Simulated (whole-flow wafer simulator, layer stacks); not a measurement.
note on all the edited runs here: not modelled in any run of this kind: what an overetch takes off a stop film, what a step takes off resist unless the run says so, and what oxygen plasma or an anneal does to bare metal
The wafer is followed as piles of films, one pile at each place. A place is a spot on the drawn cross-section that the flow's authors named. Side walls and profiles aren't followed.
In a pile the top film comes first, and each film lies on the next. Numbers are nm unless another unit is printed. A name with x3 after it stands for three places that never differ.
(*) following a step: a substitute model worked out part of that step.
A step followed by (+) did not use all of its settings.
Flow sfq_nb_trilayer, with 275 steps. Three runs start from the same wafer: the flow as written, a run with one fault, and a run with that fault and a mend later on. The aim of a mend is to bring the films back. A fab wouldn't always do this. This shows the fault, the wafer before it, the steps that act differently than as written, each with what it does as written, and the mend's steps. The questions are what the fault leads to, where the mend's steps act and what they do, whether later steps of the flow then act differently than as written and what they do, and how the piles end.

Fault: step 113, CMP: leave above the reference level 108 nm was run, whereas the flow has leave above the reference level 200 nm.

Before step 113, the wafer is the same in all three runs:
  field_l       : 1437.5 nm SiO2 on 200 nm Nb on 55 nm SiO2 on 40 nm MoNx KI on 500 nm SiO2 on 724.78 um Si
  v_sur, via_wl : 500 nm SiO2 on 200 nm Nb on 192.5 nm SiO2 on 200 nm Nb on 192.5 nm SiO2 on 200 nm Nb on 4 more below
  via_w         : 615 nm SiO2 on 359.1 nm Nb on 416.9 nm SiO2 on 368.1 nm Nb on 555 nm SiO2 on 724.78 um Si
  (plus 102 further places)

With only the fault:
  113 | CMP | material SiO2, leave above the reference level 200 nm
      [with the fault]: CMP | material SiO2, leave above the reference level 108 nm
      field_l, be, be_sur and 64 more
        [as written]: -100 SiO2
        [with the fault]: -192 SiO2
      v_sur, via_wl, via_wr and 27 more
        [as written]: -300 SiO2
        [with the fault]: -392 SiO2
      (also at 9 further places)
  Later steps of the flow acting differently than as written (4 more steps, not shown, differ only slightly: by at most 2% or 0.5 nm, whichever is larger):
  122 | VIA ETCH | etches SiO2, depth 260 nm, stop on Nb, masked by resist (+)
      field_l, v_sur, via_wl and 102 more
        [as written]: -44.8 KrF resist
        [with the fault]: -27.9 KrF resist
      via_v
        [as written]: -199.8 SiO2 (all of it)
        [with the fault]: -107.8 SiO2 (all of it)
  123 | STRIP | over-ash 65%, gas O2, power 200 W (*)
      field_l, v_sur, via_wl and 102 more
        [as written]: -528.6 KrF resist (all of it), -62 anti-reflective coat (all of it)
        [with the fault]: -545.5 KrF resist (all of it), -62 anti-reflective coat (all of it)
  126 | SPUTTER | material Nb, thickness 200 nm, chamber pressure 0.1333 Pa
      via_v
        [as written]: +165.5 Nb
        [with the fault]: +186 Nb
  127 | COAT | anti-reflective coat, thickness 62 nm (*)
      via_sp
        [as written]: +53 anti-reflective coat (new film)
        [with the fault]: +51.5 anti-reflective coat (new film)
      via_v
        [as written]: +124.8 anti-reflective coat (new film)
        [with the fault]: +108.8 anti-reflective coat (new film)
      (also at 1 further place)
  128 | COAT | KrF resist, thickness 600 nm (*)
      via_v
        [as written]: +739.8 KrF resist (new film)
        [with the fault]: +657.8 KrF resist (new film)
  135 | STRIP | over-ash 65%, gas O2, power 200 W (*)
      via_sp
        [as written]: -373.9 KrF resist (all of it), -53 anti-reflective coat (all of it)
        [with the fault]: -382.6 KrF resist (all of it), -51.5 anti-reflective coat (all of it)
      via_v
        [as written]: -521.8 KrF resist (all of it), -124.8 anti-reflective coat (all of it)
        [with the fault]: -440 KrF resist (all of it), -108.8 anti-reflective coat (all of it)
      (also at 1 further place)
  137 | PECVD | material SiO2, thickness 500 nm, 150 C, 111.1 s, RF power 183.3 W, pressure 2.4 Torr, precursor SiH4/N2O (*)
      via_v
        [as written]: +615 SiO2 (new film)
        [with the fault]: +500 SiO2 (new film)
  The piles end different from the flow's at field_l, v_sur, via_wl and 103 more by more than 2% or 0.5 nm, whichever is larger.
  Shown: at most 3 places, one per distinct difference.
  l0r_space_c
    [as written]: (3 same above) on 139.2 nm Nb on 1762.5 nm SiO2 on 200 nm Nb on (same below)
    [with the fault]: (3 same above) on 139.2 nm Nb on 1670.5 nm SiO2 on 200 nm Nb on (same below)
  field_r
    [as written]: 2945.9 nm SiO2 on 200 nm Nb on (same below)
    [with the fault]: 2853.9 nm SiO2 on 200 nm Nb on (same below)
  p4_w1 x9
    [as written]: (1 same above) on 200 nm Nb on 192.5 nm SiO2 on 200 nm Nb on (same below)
    [with the fault]: (1 same above) on 200 nm Nb on 100.5 nm SiO2 on 200 nm Nb on (same below)

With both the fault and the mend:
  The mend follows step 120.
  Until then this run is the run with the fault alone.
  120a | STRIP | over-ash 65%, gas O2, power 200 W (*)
      field_l, v_sur, via_wl and 102 more
        -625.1 KrF resist (all of it), -62 anti-reflective coat (all of it)
      via_v
        -62 anti-reflective coat (all of it)
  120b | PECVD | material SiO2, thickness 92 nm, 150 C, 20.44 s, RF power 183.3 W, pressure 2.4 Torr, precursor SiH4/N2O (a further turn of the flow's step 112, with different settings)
      field_l, v_sur, via_wl and 103 more
        +92 SiO2
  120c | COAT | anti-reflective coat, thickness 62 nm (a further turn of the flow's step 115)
      field_l, v_sur, via_wl and 103 more
        +62 anti-reflective coat (new film)
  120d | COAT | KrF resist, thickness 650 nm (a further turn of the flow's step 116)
      field_l, v_sur, via_wl and 103 more
        +650 KrF resist (new film)
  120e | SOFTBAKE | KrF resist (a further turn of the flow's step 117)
      alters no film at any place that is followed
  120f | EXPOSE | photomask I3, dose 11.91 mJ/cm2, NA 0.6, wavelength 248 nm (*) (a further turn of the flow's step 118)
      alters no film at any place that is followed
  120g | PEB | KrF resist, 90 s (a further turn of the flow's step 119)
      field_l, v_sur, via_wl and 103 more
        -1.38 KrF resist
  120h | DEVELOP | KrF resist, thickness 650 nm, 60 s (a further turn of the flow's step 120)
      field_l, v_sur, via_wl and 102 more
        -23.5 KrF resist
      via_v
        -648.6 KrF resist (all of it)
  Every later step of the flow that is run acts as written at every place that is followed.
  At every place that both follow, the piles at the end match the flow's.
